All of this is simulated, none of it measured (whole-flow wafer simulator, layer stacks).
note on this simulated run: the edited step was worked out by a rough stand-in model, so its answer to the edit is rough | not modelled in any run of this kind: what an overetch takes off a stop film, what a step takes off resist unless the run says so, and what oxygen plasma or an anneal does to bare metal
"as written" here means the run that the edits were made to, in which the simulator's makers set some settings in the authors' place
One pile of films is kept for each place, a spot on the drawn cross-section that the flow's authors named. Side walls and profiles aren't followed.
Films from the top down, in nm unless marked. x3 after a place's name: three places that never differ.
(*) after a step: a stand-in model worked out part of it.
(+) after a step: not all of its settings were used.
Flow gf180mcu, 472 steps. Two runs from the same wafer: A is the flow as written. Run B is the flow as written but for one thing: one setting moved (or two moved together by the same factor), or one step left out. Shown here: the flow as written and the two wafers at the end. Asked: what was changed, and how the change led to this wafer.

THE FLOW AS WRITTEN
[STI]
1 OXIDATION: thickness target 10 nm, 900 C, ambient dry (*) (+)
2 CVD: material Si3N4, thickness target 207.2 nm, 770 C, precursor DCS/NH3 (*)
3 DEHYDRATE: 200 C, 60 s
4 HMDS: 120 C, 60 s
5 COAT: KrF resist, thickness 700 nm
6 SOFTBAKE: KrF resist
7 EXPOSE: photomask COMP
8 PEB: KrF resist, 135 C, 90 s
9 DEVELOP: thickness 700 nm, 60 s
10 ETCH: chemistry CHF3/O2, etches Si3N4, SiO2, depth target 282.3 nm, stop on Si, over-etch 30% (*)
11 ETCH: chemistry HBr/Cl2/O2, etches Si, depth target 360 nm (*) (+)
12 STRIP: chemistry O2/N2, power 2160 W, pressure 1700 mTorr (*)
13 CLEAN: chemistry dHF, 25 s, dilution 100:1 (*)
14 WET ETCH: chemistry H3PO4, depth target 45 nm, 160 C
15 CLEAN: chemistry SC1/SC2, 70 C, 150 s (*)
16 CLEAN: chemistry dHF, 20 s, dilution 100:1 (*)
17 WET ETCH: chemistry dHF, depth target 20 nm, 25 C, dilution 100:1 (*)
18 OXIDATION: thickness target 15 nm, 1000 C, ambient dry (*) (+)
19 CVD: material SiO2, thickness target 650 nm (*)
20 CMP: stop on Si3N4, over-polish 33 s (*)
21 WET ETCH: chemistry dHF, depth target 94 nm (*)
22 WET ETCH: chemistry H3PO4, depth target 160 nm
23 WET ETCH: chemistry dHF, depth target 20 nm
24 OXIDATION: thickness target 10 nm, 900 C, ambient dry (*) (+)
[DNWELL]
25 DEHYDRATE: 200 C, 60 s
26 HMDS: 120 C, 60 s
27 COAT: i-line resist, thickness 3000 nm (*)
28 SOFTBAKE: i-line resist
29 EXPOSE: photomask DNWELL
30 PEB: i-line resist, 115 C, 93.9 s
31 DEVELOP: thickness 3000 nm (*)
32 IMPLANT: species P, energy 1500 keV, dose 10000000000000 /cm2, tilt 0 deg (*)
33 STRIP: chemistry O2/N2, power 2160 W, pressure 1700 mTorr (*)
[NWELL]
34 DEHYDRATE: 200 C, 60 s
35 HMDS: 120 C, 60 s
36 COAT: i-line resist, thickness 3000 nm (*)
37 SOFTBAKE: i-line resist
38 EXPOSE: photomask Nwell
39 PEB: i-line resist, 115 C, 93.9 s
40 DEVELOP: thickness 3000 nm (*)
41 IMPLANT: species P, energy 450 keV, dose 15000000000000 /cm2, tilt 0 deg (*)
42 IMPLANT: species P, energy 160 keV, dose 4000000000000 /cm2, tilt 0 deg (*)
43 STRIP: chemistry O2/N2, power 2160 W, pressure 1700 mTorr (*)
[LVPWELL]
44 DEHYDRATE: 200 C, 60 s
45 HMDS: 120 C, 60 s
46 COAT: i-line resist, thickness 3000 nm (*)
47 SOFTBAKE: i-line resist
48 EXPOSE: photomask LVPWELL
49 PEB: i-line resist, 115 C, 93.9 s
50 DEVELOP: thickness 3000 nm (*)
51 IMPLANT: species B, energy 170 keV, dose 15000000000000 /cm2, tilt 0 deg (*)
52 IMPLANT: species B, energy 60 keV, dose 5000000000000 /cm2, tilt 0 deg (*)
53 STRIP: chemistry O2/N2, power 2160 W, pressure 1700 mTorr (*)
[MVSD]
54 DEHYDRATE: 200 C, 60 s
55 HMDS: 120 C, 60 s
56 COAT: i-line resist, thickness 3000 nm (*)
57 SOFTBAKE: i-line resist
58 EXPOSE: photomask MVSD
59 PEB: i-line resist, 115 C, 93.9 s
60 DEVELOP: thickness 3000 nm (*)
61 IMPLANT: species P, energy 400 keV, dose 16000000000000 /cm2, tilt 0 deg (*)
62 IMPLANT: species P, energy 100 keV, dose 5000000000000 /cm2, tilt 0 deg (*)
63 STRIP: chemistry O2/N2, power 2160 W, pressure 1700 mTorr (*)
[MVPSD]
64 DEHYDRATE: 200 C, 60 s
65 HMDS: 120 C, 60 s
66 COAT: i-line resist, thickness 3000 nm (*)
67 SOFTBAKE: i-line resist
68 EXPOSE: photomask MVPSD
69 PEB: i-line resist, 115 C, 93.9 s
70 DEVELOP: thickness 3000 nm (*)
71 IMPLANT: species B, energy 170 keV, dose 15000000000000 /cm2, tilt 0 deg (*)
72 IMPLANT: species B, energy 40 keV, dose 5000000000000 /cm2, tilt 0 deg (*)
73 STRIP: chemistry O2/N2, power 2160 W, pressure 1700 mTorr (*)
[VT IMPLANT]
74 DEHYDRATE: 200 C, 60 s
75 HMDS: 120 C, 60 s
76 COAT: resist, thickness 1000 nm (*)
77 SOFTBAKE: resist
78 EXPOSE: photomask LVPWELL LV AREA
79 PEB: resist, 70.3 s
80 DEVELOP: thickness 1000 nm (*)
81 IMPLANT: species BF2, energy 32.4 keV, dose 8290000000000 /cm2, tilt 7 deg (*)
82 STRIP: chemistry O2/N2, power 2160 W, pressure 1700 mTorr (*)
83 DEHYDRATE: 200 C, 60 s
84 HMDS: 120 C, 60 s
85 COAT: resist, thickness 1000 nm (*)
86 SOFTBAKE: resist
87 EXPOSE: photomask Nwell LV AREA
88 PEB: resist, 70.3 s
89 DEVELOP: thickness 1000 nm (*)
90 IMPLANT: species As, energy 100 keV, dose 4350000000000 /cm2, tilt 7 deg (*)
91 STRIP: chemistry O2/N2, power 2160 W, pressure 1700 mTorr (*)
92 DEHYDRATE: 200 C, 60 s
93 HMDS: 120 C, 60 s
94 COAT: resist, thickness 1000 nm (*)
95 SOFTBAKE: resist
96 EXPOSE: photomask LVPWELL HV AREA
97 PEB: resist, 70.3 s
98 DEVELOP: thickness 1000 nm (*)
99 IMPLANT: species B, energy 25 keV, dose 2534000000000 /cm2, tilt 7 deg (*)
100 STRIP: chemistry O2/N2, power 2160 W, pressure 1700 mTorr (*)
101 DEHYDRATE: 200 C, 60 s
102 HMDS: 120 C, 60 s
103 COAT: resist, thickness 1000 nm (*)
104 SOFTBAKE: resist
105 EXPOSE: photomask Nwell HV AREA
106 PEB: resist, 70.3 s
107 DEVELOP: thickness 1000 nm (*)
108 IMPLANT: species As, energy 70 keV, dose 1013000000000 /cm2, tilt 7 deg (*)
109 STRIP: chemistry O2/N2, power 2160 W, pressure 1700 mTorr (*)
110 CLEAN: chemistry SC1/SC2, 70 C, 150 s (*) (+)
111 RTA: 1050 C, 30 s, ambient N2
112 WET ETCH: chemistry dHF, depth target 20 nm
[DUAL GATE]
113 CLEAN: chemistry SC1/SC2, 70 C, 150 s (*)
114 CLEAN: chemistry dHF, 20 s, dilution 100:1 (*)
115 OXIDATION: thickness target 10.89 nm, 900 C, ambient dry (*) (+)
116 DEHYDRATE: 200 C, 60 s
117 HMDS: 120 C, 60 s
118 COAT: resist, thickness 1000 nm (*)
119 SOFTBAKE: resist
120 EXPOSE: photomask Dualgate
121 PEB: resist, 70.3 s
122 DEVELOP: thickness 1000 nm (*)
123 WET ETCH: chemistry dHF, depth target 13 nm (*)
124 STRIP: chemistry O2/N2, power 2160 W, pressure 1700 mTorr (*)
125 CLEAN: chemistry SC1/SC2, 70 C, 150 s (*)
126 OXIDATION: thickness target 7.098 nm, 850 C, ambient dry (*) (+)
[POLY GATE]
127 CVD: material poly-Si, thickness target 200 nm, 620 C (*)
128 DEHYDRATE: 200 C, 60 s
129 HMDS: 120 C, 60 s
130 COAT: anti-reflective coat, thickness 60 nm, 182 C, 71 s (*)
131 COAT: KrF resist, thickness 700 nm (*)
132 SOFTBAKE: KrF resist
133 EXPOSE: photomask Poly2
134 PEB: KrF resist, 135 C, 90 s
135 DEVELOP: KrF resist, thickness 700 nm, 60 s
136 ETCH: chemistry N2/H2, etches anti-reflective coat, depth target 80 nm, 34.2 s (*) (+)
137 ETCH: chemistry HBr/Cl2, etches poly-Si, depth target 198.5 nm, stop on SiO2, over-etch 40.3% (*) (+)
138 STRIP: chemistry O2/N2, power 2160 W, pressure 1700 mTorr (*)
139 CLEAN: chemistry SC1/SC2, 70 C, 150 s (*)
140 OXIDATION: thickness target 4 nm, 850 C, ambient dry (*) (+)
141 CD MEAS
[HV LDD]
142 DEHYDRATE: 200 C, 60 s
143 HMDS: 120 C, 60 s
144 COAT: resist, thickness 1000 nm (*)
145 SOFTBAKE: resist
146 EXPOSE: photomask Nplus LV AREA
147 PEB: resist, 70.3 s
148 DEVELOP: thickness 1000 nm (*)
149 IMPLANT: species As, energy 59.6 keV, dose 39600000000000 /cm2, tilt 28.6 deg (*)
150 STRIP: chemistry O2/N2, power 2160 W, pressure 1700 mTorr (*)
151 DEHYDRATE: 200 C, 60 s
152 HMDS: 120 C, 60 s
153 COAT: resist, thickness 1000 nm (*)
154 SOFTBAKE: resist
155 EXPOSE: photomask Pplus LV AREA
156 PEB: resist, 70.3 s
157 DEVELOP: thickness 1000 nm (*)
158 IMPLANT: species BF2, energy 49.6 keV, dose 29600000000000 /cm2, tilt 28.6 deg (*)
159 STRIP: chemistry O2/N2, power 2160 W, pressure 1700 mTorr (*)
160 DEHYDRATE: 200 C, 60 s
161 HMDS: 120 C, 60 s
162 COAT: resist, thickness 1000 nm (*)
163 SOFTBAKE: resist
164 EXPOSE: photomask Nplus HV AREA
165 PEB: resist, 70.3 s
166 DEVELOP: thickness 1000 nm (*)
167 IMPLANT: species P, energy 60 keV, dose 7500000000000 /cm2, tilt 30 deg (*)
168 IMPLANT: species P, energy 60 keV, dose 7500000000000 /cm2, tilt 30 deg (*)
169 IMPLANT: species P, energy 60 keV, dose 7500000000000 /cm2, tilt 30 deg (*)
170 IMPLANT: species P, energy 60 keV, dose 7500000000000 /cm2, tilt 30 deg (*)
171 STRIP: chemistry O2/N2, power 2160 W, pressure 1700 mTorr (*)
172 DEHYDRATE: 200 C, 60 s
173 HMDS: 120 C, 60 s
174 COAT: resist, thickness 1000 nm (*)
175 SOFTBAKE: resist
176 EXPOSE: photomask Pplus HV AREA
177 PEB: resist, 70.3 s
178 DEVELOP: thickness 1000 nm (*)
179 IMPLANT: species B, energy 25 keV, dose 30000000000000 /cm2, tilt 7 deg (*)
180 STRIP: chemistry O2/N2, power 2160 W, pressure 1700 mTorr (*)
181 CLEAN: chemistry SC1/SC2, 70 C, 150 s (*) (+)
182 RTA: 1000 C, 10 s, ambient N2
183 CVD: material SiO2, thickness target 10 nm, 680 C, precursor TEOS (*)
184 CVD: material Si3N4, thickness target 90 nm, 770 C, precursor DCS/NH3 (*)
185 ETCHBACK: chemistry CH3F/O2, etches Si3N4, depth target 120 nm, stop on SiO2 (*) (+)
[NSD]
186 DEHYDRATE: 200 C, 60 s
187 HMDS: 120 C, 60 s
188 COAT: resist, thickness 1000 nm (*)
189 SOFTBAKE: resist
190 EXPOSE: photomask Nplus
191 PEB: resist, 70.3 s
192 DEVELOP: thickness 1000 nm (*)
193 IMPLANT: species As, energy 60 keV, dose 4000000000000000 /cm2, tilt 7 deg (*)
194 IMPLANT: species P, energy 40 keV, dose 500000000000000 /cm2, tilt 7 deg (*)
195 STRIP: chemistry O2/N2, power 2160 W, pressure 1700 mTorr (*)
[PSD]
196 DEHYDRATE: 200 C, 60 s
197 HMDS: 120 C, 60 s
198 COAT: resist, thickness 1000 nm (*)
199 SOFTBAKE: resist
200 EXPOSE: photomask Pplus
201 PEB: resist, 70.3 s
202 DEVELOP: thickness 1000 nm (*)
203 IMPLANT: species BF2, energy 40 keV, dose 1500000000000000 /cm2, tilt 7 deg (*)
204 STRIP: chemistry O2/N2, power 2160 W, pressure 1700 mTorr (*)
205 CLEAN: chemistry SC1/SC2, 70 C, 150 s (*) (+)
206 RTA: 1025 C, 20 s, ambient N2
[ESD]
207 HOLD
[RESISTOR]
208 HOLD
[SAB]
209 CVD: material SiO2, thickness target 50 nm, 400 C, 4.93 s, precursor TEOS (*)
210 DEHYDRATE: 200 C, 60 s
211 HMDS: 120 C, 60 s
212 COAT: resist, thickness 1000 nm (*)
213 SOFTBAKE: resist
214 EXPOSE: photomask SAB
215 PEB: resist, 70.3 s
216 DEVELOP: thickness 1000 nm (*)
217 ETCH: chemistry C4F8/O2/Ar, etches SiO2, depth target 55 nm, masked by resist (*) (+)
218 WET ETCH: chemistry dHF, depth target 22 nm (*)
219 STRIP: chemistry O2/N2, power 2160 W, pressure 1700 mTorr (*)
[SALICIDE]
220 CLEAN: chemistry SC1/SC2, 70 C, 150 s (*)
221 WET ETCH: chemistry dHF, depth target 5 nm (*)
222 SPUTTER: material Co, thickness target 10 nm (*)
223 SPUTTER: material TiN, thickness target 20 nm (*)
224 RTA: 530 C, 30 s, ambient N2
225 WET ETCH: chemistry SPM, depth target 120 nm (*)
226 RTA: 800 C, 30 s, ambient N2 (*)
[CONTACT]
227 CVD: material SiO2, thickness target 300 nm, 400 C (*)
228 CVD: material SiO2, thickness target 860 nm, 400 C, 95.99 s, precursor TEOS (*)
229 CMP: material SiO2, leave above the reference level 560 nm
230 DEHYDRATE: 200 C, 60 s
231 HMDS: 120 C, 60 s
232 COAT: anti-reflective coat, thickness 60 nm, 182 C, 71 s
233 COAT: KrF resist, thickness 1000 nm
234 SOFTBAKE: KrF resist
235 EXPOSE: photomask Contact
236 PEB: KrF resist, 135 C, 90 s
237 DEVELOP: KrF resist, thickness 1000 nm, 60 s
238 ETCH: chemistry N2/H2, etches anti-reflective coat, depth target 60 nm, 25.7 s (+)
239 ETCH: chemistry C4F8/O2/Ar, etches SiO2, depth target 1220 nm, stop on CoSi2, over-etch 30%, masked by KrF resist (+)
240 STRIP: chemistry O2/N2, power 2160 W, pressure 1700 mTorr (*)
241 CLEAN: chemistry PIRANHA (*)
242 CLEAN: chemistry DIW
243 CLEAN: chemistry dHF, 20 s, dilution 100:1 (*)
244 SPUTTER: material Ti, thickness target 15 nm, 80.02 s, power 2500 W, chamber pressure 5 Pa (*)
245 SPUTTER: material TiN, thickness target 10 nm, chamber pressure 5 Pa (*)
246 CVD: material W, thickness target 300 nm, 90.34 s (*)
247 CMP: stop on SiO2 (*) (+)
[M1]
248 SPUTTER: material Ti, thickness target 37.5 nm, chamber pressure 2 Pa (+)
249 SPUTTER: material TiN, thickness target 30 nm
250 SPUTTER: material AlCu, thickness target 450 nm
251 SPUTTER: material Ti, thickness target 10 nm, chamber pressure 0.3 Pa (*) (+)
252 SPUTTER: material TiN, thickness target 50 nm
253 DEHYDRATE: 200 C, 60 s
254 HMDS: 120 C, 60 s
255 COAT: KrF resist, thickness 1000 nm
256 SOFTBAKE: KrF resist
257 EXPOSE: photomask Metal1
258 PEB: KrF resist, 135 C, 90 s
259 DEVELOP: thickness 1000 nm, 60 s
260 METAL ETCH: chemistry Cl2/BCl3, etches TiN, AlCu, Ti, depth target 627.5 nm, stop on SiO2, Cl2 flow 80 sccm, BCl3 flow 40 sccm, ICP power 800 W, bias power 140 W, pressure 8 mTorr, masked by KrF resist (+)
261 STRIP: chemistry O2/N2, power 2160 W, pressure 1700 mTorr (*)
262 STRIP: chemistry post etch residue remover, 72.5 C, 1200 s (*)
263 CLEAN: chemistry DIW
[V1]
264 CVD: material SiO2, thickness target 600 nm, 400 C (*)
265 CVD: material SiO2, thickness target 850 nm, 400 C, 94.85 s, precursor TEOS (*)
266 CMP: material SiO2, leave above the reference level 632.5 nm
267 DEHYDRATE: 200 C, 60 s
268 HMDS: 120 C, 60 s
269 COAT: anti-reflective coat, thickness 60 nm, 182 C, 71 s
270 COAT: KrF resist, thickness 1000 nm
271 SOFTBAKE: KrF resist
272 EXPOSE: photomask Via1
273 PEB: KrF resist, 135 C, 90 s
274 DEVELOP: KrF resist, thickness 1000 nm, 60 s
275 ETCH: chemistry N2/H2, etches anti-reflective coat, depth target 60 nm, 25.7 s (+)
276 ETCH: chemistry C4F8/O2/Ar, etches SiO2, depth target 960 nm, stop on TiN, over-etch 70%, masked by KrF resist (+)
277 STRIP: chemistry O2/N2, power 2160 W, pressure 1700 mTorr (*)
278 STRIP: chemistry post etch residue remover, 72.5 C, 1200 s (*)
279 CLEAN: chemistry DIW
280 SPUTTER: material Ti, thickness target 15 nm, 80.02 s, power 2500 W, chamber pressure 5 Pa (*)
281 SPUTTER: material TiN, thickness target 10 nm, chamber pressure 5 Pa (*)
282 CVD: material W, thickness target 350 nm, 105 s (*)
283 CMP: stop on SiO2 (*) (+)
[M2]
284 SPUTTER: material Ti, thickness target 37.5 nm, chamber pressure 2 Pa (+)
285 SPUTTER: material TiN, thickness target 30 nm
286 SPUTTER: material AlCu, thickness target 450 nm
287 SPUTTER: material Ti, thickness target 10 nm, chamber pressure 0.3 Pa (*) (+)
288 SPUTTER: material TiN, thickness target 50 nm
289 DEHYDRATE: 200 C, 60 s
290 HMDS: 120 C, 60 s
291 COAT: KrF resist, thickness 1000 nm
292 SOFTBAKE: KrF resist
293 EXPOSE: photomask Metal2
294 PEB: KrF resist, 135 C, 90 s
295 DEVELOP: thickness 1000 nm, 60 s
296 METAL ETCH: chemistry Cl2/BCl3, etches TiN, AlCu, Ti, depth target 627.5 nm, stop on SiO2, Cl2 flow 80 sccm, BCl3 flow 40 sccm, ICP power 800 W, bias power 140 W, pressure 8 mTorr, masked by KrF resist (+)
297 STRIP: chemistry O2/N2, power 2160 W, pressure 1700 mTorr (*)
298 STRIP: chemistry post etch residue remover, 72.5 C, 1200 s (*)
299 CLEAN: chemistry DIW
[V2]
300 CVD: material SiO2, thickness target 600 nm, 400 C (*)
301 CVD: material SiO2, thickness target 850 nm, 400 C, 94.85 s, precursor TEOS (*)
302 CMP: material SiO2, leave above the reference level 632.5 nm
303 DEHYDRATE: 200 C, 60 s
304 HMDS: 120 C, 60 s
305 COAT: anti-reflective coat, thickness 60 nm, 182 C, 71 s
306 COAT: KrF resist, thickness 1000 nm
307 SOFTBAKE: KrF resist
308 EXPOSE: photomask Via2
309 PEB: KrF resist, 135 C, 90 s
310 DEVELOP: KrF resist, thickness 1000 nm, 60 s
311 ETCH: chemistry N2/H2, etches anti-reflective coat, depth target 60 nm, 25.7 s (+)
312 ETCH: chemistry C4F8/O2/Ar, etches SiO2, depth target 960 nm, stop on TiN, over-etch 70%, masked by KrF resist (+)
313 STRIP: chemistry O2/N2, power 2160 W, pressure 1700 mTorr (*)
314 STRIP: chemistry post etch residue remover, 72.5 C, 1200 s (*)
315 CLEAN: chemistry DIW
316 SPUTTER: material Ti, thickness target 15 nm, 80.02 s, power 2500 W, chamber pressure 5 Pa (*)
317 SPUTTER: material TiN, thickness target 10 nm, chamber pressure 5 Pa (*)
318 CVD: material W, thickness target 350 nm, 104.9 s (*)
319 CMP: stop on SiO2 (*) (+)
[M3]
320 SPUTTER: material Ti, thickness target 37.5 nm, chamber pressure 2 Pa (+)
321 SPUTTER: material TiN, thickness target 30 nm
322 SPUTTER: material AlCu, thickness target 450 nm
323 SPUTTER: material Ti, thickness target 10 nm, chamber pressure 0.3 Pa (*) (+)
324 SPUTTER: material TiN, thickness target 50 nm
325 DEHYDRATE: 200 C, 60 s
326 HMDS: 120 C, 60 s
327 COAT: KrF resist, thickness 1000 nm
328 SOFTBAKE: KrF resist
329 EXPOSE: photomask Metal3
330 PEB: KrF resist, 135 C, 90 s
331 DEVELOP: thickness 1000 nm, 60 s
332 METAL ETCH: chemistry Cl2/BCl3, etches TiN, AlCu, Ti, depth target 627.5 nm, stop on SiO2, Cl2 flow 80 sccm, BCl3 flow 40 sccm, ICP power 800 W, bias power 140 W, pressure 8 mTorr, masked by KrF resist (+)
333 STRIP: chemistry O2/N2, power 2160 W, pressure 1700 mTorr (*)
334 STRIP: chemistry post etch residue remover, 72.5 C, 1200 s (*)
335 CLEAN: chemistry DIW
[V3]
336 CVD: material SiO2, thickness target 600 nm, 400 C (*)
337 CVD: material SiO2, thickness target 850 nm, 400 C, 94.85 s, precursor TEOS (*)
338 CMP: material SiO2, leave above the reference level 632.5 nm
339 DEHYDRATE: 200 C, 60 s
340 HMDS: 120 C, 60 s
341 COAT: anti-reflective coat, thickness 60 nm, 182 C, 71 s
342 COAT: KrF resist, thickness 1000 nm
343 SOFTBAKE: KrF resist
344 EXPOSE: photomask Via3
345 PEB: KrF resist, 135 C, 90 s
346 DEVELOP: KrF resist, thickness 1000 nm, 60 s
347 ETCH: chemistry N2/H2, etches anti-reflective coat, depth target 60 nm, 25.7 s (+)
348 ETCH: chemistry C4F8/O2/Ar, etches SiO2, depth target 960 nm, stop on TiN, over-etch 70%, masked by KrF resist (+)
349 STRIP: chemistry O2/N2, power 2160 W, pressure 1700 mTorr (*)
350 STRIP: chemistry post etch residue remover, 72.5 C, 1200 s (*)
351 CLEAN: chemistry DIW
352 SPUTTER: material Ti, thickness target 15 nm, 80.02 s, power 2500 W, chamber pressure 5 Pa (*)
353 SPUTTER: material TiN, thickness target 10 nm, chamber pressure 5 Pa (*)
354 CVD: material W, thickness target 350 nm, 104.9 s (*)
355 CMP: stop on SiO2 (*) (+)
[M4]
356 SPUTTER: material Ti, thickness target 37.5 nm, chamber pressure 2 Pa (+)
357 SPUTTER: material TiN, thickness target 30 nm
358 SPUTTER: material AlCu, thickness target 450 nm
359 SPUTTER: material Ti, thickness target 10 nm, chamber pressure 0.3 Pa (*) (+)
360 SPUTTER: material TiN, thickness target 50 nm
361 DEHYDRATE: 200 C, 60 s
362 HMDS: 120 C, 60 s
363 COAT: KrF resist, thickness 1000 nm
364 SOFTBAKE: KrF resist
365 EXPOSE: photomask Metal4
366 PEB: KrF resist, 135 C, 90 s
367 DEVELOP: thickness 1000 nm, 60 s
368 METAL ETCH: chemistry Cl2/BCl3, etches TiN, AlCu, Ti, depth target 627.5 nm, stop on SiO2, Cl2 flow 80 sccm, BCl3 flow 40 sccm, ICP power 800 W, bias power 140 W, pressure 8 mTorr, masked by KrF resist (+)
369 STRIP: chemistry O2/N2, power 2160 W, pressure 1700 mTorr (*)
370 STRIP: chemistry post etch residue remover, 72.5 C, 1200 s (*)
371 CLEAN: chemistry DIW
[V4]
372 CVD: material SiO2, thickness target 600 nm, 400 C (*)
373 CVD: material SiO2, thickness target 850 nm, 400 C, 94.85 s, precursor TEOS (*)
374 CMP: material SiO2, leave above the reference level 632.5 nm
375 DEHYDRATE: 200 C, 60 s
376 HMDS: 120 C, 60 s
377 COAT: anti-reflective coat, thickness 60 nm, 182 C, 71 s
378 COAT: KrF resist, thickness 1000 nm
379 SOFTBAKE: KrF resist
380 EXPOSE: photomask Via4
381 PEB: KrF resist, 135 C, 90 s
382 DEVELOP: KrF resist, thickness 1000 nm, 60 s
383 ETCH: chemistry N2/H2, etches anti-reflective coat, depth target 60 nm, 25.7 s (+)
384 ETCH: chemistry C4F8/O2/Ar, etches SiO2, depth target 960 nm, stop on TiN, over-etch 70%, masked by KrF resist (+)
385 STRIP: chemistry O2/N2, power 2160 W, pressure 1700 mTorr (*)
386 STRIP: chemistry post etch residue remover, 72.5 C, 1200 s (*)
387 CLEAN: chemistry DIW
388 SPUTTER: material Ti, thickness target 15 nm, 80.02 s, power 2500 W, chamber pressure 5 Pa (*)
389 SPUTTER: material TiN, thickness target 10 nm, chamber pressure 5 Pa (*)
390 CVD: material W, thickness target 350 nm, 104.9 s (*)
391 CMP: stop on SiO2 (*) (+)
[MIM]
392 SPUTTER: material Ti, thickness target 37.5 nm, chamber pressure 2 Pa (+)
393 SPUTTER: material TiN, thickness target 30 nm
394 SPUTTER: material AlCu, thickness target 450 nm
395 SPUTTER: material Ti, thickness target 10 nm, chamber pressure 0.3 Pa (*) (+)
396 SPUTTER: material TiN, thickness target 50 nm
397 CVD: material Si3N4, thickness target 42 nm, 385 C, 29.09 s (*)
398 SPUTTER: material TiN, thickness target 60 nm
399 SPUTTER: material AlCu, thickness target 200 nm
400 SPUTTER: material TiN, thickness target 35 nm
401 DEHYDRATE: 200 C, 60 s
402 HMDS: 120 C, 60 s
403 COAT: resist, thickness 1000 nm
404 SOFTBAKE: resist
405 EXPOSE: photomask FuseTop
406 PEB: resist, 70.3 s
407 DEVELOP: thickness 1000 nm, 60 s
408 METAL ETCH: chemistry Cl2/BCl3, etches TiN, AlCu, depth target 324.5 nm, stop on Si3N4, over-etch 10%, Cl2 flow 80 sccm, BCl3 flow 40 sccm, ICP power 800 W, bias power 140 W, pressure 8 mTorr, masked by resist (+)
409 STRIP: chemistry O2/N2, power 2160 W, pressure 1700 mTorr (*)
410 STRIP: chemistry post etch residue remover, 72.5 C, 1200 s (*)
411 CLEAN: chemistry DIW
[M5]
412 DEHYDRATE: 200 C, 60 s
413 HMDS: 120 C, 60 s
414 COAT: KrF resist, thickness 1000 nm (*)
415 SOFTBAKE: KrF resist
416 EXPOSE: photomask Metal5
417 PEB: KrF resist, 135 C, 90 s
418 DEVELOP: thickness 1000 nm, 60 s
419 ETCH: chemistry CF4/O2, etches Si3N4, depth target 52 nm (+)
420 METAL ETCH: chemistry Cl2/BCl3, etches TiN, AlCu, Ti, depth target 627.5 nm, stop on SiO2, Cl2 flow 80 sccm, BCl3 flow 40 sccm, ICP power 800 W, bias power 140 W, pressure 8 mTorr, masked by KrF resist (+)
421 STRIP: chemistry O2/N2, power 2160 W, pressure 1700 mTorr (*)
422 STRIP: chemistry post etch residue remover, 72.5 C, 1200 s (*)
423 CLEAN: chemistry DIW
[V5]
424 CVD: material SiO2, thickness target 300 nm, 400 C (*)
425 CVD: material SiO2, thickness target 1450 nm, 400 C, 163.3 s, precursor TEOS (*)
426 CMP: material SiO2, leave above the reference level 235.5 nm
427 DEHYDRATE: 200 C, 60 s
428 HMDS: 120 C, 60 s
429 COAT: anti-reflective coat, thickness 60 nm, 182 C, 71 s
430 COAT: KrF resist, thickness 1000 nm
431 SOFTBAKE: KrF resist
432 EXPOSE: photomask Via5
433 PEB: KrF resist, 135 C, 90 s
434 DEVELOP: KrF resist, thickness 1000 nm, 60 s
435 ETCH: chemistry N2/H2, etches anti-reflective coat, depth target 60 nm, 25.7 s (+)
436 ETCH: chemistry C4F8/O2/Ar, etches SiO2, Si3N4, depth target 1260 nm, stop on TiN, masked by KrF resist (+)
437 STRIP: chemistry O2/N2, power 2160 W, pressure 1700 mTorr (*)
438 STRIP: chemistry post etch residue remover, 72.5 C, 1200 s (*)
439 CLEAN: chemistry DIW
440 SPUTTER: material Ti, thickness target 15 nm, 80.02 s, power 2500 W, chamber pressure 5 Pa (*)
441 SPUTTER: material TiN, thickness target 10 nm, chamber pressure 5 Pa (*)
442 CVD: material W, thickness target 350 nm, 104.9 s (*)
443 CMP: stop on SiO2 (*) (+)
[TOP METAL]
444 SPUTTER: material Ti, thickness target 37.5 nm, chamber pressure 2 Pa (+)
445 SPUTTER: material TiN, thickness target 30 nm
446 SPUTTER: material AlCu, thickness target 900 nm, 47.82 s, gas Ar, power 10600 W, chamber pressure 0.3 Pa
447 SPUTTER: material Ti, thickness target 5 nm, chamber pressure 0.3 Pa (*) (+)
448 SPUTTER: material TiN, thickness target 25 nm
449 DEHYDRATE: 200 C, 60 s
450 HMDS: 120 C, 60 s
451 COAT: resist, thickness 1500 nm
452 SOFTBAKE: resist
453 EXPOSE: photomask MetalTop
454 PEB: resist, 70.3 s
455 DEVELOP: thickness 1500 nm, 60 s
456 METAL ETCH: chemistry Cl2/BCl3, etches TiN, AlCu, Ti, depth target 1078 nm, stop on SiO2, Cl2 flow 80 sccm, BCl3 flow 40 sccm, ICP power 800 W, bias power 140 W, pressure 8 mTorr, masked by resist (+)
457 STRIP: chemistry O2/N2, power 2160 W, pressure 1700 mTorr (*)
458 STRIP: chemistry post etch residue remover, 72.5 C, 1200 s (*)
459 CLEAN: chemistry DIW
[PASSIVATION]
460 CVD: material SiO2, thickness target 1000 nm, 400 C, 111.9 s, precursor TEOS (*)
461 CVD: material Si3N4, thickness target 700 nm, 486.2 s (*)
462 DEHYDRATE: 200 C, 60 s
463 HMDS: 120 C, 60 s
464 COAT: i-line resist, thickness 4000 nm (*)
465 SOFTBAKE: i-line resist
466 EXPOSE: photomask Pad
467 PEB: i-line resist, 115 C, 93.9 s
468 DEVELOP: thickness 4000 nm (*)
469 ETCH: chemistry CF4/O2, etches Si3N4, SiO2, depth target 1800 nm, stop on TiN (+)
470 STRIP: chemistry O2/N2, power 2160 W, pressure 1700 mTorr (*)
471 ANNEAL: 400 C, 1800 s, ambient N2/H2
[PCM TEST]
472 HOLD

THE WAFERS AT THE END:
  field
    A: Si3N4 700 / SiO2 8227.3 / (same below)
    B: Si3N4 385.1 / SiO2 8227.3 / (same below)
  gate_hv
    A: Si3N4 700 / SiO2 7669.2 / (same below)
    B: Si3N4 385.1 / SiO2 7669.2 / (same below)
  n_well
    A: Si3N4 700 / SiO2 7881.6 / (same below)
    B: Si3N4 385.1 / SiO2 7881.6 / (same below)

The cause: step 461, CVD: thickness target 385 nm was run, where the flow has thickness target 700 nm; step 461, CVD: 267.4 s was run, where the flow has 486.2 s.

How the change led to this, step by step:
  461 CVD: material Si3N4, thickness target 700 nm, 486.2 s (*)
      field, field__w1, field__w2 and 109 more: A Si3N4 +700 (new film) | B Si3N4 +385.1 (new film)
  465 SOFTBAKE: i-line resist
      field__w11, field__w13: A i-line resist +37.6 | B i-line resist +36
      ld_acc_p, ld_fp_p: A i-line resist +33.8 | B i-line resist +32.1
      (and at 55 more places)
  469 ETCH: chemistry CF4/O2, etches Si3N4, SiO2, depth target 1800 nm, stop on TiN (+)
      pad: A Si3N4 -700 (all of it), SiO2 -1000 (all of it) | B Si3N4 -385.1 (all of it), SiO2 -1000 (all of it)
